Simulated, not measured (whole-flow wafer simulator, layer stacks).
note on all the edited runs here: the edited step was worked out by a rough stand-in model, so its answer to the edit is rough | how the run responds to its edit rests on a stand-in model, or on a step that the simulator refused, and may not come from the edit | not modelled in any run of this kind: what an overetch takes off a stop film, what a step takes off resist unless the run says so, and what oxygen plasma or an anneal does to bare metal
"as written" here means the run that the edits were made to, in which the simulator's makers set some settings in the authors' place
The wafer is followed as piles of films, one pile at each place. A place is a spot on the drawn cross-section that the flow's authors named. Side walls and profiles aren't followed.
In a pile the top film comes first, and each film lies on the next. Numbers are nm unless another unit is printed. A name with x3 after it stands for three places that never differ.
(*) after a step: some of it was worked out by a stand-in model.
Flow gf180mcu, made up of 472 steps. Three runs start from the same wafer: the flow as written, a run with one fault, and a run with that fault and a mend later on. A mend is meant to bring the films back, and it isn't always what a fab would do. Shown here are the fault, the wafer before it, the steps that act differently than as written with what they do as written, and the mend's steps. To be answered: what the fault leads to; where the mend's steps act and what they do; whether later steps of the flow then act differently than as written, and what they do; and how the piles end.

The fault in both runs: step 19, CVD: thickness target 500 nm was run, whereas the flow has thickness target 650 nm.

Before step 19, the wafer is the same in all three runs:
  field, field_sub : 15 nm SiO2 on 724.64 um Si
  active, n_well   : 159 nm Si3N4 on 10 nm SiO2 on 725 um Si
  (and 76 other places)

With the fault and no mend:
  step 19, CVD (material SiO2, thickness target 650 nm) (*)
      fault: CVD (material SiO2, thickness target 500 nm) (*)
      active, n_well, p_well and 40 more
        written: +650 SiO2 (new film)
        fault: +500 SiO2 (new film)
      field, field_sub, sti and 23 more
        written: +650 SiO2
        fault: +500 SiO2
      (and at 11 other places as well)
  Steps further on in the flow that do not act as written (79 other steps are not shown; they differ only slightly, by no more than 2% or 0.5 nm, whichever is larger):
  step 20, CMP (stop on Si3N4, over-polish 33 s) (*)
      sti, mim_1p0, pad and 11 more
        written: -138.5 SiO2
        fault: nothing
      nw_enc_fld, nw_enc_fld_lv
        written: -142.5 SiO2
        fault: nothing
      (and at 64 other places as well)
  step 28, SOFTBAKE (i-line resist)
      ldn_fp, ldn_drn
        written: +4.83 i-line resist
        fault: +2.89 i-line resist
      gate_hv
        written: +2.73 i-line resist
        fault: +2.09 i-line resist
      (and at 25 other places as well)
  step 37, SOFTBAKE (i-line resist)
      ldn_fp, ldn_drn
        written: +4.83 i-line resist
        fault: +2.89 i-line resist
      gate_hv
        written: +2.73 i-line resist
        fault: +2.09 i-line resist
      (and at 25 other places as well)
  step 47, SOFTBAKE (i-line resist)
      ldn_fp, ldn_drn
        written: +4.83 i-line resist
        fault: +2.89 i-line resist
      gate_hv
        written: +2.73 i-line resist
        fault: +2.09 i-line resist
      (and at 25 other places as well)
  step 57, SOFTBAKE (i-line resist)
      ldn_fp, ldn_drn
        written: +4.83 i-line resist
        fault: +2.89 i-line resist
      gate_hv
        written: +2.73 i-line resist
        fault: +2.09 i-line resist
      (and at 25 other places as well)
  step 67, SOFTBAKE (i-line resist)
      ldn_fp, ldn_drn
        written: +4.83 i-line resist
        fault: +2.89 i-line resist
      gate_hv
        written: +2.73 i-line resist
        fault: +2.09 i-line resist
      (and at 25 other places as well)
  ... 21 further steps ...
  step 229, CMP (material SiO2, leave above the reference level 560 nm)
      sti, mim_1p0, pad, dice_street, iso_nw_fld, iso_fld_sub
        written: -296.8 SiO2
        fault: -285.3 SiO2
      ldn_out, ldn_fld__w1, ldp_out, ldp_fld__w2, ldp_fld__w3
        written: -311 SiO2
        fault: -299.5 SiO2
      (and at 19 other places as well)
  The piles end different from the flow's at polyc_n, polyc_n_rim, polyc_p, polyc_p_rim by more than 2% or 0.5 nm, whichever is larger.
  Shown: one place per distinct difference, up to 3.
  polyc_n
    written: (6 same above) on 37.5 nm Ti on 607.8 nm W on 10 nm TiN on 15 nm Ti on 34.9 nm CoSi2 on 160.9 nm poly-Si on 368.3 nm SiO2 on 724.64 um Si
    fault: (6 same above) on 37.5 nm Ti on 619.3 nm W on 10 nm TiN on 15 nm Ti on 34.9 nm CoSi2 on 160.9 nm poly-Si on 356.9 nm SiO2 on 724.64 um Si
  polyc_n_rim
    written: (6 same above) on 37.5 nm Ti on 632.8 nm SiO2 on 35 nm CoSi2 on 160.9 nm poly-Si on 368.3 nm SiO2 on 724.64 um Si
    fault: (6 same above) on 37.5 nm Ti on 644.2 nm SiO2 on 35 nm CoSi2 on 160.9 nm poly-Si on 356.9 nm SiO2 on 724.64 um Si

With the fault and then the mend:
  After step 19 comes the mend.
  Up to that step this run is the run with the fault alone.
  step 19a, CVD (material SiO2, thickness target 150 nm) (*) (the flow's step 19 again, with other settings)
      field, field_sub, active and 77 more
        +150 SiO2
  Later steps of the flow that are run all act as written at every place that is followed.
  By the end, the piles equal the flow's at every place that both follow.
